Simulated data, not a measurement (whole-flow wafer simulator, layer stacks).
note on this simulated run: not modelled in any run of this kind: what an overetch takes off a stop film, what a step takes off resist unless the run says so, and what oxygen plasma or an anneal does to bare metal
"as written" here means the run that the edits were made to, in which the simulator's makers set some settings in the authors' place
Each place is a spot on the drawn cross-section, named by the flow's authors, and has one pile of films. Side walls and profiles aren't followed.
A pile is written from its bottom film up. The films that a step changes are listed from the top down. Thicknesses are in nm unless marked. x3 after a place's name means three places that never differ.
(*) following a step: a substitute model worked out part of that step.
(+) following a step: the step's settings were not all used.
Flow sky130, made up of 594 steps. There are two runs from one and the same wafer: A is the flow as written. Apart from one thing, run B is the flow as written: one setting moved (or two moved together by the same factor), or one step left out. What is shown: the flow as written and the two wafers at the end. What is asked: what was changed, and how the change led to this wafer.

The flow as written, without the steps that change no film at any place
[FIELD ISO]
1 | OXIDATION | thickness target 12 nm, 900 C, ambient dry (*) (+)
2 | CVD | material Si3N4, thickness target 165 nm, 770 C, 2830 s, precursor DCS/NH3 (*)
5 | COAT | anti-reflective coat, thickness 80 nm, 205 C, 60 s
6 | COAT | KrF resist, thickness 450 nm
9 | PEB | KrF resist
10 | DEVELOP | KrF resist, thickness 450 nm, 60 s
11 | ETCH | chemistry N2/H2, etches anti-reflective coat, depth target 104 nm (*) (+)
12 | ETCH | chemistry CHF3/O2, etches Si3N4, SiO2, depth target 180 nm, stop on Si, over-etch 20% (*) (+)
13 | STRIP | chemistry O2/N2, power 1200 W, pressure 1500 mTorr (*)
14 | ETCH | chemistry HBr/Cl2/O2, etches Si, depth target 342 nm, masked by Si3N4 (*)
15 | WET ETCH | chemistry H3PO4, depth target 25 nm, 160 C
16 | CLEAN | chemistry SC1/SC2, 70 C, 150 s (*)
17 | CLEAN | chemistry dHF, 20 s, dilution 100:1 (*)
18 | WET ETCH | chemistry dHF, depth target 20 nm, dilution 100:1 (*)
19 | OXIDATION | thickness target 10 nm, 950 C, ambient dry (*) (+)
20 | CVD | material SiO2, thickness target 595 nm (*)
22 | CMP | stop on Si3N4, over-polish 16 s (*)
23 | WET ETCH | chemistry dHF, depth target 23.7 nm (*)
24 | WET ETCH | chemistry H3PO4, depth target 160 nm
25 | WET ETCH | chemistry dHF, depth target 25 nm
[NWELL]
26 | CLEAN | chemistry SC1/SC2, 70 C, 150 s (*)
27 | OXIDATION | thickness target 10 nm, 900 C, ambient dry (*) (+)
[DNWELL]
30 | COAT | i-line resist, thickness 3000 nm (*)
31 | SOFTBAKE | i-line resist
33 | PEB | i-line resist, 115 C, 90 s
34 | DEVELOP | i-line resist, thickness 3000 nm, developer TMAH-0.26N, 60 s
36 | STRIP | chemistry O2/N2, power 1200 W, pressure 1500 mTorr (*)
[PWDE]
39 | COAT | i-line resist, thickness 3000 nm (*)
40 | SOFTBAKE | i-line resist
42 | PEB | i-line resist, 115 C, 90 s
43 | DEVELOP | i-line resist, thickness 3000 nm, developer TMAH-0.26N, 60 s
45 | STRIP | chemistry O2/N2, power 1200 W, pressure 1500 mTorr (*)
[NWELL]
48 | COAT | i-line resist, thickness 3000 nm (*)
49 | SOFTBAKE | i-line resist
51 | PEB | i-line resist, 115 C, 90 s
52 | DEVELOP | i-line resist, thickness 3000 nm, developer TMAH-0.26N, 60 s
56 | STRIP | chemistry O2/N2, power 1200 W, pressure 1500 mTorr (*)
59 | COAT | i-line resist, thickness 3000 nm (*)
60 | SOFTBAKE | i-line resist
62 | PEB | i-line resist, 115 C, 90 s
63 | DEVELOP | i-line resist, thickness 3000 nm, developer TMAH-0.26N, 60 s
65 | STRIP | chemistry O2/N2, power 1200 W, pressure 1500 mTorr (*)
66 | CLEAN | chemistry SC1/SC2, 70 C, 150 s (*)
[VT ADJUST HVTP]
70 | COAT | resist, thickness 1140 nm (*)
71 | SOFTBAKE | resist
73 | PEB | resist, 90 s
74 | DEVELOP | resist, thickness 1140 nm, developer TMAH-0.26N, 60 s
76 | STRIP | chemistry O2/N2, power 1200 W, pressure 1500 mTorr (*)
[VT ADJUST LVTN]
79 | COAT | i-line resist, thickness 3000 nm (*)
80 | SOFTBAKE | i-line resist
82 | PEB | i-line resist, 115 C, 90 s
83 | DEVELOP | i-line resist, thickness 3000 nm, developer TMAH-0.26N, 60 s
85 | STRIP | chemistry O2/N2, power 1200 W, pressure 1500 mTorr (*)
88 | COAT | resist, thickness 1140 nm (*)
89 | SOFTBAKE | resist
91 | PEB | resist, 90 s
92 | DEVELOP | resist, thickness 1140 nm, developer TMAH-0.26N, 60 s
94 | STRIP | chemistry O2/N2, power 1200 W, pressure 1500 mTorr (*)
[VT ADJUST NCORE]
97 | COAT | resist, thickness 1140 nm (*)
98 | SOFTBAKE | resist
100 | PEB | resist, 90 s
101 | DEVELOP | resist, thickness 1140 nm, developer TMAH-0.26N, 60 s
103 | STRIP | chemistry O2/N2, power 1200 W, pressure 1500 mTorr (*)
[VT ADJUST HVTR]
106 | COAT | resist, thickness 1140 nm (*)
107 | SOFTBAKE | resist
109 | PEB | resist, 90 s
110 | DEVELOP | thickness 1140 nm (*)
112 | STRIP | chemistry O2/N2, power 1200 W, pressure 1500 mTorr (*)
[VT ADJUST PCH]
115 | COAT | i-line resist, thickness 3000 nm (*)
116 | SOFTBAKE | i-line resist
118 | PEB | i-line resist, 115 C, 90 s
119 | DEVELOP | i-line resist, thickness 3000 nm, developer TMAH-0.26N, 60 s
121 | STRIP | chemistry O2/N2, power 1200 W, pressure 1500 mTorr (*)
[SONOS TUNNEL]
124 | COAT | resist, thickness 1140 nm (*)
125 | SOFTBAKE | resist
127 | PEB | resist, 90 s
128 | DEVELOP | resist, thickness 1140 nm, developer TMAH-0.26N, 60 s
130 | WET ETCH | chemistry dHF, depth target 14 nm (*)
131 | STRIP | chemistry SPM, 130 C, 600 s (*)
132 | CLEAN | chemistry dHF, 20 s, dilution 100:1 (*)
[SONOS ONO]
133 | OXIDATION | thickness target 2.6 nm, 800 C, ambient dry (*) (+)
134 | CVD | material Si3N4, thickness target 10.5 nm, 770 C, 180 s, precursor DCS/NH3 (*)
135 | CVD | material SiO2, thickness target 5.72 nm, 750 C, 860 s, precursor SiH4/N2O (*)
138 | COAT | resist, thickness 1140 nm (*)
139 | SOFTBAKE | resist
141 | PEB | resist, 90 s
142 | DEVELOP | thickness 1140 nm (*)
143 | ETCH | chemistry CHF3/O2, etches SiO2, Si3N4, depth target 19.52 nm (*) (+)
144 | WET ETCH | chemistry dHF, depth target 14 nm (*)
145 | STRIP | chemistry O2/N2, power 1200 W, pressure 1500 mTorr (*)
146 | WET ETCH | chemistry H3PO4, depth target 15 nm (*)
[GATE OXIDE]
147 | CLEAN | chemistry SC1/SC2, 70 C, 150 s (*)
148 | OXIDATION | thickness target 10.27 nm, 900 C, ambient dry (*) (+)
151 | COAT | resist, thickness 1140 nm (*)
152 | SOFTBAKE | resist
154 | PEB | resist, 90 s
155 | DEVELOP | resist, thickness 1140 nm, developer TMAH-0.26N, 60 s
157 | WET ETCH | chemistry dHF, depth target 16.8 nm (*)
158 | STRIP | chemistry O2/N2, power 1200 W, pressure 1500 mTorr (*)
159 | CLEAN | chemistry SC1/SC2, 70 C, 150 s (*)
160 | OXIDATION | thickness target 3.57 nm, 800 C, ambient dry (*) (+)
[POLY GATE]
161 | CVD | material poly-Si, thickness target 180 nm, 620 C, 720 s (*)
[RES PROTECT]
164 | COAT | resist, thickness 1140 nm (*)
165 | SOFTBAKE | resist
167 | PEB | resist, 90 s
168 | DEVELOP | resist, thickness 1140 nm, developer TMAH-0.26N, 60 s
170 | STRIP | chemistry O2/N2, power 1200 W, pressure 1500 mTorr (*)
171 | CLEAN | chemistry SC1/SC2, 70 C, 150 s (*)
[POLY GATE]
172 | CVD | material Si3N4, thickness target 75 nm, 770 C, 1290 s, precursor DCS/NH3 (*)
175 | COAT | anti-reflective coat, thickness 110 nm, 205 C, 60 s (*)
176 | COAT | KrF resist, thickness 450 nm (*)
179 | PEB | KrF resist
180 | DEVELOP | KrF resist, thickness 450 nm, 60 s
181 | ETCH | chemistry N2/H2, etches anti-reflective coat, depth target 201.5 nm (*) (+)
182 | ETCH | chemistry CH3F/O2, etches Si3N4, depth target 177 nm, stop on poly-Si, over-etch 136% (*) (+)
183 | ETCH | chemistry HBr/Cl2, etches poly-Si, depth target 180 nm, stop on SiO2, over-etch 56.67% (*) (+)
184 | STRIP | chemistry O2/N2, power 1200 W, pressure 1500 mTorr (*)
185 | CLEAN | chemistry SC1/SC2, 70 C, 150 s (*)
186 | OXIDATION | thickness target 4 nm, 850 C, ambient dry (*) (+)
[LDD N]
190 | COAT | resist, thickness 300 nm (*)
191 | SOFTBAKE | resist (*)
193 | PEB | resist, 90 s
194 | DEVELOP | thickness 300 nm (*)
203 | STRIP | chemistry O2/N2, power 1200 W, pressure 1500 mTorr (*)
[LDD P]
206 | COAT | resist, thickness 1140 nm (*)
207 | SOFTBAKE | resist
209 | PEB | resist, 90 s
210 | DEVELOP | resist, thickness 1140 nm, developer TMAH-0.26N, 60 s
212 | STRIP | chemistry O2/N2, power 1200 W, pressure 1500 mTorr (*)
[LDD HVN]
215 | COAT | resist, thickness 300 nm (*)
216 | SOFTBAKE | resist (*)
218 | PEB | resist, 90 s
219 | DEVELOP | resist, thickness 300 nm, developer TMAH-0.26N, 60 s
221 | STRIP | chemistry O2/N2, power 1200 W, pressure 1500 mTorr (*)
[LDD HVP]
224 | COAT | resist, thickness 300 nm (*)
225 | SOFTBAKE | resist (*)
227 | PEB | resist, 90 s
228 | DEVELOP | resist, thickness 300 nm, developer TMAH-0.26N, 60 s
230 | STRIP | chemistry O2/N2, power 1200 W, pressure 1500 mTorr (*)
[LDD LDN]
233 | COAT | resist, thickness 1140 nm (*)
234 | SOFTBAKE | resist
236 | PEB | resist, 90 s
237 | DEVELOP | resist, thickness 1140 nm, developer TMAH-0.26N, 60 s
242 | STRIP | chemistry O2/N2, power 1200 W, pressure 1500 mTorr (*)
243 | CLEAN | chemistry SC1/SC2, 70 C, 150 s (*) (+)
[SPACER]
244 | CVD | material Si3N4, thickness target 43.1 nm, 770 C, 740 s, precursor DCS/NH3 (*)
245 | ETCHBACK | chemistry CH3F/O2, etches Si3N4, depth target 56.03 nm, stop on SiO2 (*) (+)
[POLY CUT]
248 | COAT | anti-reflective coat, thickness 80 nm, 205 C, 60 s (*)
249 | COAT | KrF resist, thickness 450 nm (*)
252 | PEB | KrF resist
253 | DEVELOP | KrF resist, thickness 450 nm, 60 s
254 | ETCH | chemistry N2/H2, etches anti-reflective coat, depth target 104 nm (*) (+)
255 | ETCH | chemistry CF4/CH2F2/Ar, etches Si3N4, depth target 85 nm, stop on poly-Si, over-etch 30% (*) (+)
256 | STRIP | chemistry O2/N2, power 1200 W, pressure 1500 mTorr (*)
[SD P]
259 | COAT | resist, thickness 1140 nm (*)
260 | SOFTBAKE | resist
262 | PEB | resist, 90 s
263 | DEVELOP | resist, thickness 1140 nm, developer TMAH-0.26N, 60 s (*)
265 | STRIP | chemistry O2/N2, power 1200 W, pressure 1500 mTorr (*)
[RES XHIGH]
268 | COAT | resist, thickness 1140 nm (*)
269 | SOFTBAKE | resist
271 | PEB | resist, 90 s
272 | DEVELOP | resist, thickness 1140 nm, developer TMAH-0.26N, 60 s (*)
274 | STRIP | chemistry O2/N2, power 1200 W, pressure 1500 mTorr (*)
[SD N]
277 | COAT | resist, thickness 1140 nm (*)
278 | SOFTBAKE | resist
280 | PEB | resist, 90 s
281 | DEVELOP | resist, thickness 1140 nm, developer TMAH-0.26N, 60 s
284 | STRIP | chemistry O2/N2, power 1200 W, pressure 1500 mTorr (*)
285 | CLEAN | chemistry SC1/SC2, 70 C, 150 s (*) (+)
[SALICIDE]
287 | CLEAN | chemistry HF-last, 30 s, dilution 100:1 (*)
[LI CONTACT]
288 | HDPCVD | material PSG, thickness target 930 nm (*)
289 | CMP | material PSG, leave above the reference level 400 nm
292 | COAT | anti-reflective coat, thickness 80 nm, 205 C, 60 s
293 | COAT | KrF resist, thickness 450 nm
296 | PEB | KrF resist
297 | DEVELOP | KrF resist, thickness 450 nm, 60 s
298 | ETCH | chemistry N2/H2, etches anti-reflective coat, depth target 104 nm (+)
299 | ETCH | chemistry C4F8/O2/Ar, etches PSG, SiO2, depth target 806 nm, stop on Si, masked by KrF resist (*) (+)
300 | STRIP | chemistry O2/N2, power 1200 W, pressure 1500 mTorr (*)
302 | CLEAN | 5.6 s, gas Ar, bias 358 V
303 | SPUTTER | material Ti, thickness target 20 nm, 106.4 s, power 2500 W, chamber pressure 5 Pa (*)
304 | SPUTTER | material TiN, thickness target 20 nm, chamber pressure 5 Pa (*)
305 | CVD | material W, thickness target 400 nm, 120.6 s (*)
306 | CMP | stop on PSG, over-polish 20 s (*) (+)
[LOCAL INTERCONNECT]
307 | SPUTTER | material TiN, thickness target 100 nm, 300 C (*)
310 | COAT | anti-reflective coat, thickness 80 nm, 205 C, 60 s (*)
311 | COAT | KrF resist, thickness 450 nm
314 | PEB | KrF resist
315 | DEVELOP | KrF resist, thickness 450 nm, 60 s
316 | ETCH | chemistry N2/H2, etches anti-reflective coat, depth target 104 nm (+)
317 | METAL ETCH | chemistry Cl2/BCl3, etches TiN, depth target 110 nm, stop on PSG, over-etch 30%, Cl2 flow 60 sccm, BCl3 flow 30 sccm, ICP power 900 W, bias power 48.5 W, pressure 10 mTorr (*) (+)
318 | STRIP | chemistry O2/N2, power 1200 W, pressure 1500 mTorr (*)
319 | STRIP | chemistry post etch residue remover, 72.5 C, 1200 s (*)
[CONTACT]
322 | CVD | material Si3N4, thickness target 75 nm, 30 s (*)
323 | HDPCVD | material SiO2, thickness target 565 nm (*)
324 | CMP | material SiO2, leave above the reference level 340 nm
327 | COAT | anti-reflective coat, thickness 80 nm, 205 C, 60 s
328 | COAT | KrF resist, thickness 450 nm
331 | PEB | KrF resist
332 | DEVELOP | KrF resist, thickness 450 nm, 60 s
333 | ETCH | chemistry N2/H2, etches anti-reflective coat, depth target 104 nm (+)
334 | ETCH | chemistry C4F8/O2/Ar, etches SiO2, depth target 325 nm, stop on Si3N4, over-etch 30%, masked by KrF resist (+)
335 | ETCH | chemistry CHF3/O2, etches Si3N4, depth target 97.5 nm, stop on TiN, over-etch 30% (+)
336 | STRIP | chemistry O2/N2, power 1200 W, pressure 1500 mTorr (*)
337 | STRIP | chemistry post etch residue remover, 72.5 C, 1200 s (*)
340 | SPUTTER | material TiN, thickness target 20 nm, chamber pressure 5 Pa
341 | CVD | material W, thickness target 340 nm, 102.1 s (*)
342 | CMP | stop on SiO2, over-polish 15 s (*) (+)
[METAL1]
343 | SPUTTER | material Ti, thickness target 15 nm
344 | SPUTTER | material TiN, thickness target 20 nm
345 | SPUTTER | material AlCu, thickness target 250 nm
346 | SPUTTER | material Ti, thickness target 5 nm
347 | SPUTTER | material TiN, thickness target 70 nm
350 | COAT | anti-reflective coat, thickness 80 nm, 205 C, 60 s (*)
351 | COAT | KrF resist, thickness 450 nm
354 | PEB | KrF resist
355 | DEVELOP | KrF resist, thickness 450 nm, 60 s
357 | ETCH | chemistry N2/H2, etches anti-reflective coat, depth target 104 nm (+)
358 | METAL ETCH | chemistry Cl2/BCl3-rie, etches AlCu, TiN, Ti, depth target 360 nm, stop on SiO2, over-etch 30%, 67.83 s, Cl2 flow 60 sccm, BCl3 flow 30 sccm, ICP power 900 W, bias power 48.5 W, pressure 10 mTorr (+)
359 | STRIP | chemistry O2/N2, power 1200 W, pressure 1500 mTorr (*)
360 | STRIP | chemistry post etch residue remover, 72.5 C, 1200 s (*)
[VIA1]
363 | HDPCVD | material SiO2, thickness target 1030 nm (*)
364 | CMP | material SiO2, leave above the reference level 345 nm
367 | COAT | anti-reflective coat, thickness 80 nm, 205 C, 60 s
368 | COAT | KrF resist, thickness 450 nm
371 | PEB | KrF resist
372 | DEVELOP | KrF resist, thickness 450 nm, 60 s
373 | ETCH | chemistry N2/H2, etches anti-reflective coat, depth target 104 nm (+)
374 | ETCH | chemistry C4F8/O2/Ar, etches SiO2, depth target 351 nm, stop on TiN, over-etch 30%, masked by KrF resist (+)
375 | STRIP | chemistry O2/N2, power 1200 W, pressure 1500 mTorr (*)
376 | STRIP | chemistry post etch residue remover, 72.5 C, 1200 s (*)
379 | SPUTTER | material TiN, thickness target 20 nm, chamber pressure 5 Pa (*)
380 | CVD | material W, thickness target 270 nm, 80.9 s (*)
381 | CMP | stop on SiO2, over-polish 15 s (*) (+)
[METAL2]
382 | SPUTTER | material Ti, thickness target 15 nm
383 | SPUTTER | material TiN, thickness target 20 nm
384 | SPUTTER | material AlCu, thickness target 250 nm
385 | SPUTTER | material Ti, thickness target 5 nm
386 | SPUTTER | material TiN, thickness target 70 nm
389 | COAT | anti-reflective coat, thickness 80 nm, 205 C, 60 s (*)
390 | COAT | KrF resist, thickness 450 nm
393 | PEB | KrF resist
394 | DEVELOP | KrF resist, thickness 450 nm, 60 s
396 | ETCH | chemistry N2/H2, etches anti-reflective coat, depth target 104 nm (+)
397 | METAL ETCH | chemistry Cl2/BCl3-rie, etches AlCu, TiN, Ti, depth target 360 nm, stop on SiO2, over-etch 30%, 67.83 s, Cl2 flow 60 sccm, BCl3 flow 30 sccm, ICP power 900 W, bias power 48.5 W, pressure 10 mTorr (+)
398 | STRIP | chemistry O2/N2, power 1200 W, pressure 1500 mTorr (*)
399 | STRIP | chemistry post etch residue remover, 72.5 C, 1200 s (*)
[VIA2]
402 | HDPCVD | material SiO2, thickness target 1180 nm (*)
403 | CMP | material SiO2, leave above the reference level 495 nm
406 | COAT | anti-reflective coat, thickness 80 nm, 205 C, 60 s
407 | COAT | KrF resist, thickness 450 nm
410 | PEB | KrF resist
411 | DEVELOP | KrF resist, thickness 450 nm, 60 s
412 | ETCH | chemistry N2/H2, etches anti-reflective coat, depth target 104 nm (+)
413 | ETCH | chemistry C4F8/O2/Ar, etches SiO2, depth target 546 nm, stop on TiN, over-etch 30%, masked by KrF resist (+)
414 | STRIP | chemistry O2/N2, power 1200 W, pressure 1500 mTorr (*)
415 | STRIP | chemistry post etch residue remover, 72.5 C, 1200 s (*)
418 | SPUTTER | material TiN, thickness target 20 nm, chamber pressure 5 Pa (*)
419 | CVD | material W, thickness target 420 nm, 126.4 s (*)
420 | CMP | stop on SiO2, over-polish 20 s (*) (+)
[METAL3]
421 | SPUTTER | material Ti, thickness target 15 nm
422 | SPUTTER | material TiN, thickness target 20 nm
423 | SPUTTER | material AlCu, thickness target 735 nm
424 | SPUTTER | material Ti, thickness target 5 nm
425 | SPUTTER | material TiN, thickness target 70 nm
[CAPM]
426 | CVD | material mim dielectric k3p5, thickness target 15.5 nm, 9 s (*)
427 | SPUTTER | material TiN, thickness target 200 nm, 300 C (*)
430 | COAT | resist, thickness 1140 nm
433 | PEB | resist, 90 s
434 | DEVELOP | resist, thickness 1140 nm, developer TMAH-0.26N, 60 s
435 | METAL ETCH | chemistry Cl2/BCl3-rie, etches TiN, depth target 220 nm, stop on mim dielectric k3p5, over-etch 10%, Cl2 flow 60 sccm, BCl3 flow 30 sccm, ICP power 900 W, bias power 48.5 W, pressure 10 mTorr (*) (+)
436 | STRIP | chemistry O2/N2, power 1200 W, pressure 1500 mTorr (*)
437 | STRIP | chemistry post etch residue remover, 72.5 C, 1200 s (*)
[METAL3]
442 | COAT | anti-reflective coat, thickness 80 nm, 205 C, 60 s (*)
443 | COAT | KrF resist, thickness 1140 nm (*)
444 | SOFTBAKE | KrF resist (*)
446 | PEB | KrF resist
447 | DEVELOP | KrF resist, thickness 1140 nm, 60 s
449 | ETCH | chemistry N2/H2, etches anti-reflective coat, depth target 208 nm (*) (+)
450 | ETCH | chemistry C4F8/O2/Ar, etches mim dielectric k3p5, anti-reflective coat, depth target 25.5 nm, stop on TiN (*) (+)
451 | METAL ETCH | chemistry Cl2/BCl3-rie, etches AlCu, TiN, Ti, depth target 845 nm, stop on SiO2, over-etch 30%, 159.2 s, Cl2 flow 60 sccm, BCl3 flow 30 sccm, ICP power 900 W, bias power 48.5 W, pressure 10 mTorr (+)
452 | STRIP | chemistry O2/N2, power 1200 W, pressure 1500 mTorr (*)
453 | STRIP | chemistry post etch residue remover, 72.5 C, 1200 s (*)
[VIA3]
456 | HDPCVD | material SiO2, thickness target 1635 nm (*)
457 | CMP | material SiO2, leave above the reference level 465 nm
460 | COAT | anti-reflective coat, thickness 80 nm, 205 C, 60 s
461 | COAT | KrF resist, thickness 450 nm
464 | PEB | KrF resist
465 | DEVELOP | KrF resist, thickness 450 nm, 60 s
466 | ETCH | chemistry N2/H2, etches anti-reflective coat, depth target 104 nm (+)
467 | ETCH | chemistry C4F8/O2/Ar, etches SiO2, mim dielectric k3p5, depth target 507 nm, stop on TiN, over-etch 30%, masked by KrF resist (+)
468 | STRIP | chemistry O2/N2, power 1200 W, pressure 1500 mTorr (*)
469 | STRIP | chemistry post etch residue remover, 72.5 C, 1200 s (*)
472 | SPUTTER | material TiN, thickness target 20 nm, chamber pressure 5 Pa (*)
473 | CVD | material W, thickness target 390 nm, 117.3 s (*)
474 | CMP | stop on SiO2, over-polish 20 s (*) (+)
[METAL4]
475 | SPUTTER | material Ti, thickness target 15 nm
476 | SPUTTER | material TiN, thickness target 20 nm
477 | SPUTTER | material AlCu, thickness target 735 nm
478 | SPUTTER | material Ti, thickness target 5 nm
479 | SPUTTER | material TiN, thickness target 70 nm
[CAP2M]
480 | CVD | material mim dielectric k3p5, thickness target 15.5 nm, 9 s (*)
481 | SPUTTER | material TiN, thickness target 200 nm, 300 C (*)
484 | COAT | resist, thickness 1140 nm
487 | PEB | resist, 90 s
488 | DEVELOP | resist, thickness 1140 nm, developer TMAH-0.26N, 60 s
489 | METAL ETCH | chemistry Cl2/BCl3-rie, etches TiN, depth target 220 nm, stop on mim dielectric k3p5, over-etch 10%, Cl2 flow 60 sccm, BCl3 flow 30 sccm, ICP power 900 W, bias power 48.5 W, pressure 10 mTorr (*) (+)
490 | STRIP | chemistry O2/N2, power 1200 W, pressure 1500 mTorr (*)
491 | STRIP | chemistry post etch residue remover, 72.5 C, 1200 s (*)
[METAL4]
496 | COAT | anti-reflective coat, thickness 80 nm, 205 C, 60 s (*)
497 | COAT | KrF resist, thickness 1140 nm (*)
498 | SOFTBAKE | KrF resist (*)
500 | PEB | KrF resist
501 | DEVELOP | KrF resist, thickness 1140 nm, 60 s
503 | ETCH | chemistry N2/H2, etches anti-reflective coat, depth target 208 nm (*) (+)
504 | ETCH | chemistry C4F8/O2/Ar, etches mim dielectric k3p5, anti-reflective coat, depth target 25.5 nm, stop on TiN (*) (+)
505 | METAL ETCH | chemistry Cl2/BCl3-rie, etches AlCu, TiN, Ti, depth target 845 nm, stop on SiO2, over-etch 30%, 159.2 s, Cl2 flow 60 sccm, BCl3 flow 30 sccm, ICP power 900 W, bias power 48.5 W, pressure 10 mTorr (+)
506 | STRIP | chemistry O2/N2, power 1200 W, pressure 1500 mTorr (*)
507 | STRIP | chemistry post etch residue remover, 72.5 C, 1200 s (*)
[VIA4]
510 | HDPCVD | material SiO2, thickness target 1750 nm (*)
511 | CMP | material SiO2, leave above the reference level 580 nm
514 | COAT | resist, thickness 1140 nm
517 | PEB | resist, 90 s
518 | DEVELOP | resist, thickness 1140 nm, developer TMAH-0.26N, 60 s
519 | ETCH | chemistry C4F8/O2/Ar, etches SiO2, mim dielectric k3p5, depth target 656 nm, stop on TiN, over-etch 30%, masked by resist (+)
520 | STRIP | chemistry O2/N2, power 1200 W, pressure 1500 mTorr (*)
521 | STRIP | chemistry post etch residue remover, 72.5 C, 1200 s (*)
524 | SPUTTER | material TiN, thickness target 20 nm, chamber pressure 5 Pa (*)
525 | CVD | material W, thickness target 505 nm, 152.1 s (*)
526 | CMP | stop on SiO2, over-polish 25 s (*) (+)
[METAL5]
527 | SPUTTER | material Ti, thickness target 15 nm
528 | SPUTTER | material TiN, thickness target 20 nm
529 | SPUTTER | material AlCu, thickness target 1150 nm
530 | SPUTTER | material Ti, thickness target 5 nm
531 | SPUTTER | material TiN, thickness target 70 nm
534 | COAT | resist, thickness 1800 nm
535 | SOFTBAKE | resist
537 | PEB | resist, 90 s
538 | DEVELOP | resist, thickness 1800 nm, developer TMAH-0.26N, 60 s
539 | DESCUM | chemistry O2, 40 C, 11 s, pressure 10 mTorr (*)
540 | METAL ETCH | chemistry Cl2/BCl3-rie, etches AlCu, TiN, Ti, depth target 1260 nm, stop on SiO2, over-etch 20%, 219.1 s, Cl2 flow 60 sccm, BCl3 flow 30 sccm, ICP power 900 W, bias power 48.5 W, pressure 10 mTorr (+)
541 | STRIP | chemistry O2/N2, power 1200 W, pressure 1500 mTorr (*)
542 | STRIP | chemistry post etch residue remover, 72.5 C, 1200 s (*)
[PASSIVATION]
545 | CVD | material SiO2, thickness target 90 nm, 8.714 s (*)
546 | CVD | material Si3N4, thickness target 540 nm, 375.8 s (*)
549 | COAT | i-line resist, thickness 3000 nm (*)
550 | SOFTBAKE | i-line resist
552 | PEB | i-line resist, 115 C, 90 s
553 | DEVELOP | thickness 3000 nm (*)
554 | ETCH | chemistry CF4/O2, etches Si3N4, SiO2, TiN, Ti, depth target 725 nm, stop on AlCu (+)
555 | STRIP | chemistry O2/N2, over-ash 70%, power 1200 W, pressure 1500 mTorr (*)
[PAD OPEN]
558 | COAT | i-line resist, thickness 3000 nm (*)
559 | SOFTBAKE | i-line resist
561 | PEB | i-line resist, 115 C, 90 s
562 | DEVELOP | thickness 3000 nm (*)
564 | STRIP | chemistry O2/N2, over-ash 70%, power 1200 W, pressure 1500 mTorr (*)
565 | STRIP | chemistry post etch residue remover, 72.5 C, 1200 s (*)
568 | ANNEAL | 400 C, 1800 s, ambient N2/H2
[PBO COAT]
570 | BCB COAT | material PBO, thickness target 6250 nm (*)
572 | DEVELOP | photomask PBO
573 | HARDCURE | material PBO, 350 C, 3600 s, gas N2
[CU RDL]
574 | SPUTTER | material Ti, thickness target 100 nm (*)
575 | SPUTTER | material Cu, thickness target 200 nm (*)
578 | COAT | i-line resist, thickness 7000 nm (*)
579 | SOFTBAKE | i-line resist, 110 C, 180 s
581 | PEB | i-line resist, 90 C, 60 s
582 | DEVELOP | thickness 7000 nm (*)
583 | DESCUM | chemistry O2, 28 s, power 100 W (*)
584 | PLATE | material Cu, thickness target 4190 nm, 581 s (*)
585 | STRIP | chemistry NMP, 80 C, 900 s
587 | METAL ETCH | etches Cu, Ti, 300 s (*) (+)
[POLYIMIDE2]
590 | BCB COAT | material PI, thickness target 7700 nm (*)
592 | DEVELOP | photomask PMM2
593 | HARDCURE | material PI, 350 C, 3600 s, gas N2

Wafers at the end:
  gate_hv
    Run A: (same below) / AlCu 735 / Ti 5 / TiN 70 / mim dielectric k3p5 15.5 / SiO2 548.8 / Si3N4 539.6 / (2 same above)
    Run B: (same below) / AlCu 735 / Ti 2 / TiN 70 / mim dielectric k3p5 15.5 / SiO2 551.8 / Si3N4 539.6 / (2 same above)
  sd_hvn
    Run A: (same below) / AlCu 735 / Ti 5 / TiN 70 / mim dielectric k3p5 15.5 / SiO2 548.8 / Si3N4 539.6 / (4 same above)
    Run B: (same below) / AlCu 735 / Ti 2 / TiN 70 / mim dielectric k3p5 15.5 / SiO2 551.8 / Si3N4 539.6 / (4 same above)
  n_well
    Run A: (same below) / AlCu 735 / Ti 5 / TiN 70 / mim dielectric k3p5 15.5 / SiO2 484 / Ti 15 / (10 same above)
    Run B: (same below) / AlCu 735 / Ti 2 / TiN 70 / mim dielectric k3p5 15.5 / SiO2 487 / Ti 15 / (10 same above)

What caused this: step 478, SPUTTER: thickness target 2 nm was run, while the flow as written has thickness target 5 nm.
The wafer lets one read it off: gate_hv has Ti 2, and step 478 as written asks for 5 nm.

How this came from the change, step by step:
  478 | SPUTTER | material Ti, thickness target 5 nm
      field, active, n_well and 189 more: A Ti gains 5 (new film) | B Ti gains 2 (new film)
  505 | METAL ETCH | chemistry Cl2/BCl3-rie, etches AlCu, TiN, Ti, depth target 845 nm, stop on SiO2, over-etch 30%, 159.2 s, Cl2 flow 60 sccm, BCl3 flow 30 sccm, ICP power 900 W, bias power 48.5 W, pressure 10 mTorr (+)
      field, active, gate and 66 more: A TiN loses 70 (all of it), Ti loses 5 (all of it), AlCu loses 735 (all of it), TiN loses 20 (all of it), Ti loses 15 (all of it), SiO2 loses 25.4 | B TiN loses 70 (all of it), Ti loses 2 (all of it), AlCu loses 735 (all of it), TiN loses 20 (all of it), Ti loses 15 (all of it), SiO2 loses 25.7
      vpp_iso1, m1_ln, rpo_hd and 6 more: A TiN loses 70 (all of it), Ti loses 5 (all of it), AlCu loses 735 (all of it), TiN loses 20 (all of it), Ti loses 15 (all of it), SiO2 loses 25.3 | B TiN loses 70 (all of it), Ti loses 2 (all of it), AlCu loses 735 (all of it), TiN loses 20 (all of it), Ti loses 15 (all of it), SiO2 loses 25.6
      (as well as at 10 more places)
